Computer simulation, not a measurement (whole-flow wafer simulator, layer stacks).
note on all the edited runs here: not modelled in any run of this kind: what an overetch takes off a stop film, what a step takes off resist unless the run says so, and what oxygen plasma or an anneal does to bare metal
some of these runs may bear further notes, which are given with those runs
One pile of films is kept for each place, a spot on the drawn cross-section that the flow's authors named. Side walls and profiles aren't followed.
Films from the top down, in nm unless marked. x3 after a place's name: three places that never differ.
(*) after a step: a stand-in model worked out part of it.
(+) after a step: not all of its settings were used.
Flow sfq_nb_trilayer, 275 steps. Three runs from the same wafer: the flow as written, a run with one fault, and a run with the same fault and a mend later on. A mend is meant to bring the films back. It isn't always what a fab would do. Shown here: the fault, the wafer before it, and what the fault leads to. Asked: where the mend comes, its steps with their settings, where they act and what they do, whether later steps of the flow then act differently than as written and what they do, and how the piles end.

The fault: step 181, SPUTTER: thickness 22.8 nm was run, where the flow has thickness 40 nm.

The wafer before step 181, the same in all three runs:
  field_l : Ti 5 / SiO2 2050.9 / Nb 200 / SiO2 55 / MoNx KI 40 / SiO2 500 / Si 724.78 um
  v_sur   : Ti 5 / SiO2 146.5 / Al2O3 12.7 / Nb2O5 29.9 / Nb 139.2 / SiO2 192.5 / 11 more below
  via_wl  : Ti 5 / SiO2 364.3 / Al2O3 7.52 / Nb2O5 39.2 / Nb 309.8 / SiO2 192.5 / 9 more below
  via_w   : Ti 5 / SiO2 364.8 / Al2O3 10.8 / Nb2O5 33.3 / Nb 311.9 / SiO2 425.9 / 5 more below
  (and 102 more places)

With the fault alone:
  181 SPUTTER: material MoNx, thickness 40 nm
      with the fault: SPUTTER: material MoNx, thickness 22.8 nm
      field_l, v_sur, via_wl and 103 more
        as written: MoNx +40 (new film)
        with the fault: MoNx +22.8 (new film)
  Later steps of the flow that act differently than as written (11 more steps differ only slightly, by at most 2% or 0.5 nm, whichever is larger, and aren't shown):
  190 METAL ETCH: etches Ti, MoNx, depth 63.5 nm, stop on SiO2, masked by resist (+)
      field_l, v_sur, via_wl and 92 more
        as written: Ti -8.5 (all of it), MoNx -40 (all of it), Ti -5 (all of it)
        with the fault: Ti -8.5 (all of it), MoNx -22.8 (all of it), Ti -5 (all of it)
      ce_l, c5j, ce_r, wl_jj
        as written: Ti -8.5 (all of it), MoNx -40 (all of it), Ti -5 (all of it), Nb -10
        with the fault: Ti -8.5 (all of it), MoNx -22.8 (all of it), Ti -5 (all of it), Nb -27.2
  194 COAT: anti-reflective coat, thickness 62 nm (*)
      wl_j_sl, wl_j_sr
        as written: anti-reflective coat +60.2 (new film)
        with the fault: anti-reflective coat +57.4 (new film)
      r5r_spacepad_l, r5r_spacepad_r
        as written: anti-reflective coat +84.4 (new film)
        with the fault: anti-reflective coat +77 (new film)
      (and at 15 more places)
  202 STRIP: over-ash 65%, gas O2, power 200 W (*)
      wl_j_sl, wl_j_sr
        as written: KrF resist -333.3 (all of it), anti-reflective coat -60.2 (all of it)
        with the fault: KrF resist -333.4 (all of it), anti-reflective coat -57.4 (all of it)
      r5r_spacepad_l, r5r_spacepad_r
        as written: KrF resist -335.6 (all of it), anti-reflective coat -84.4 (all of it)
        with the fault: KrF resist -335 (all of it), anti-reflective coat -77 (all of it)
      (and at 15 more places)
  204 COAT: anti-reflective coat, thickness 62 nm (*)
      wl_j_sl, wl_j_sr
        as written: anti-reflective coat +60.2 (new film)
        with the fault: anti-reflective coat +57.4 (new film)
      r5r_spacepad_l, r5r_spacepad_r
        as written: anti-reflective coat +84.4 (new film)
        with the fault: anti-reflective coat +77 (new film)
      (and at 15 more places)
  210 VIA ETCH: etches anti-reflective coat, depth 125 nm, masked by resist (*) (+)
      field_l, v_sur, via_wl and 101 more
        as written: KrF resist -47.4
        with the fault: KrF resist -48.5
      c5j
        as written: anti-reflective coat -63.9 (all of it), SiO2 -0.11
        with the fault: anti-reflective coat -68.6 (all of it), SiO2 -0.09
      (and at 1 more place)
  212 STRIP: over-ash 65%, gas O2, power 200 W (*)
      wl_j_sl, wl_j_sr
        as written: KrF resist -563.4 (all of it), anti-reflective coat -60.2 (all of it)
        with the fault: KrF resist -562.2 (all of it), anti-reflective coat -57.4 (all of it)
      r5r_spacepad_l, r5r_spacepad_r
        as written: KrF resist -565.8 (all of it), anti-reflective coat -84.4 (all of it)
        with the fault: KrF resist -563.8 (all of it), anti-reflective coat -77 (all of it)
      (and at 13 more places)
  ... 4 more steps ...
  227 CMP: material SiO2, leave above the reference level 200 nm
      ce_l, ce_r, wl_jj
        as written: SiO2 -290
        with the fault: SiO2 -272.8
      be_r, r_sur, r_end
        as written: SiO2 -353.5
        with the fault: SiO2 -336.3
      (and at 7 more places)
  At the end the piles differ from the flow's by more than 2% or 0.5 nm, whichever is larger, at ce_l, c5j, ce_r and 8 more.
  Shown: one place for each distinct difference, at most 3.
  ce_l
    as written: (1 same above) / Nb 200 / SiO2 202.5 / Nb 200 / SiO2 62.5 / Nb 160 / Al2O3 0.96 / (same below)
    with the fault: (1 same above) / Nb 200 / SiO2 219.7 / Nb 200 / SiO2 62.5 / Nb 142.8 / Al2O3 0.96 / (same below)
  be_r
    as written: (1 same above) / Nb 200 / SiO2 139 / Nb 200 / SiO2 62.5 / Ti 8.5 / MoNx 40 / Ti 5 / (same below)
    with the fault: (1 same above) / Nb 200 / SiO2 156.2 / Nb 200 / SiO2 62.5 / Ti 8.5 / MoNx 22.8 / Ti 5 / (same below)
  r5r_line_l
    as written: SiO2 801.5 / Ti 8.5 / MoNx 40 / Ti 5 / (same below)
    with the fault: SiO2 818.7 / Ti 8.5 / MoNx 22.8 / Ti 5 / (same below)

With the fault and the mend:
  The mend comes after step 181.
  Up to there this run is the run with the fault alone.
  181a SPUTTER: material MoNx, thickness 17.2 nm (the flow's step 181 once more, with other settings)
      field_l, v_sur, via_wl and 103 more
        MoNx +17.2
  No later step of the flow acts differently than as written at any place that is followed.
  At the end the piles are the same as the flow's at every place that both follow.
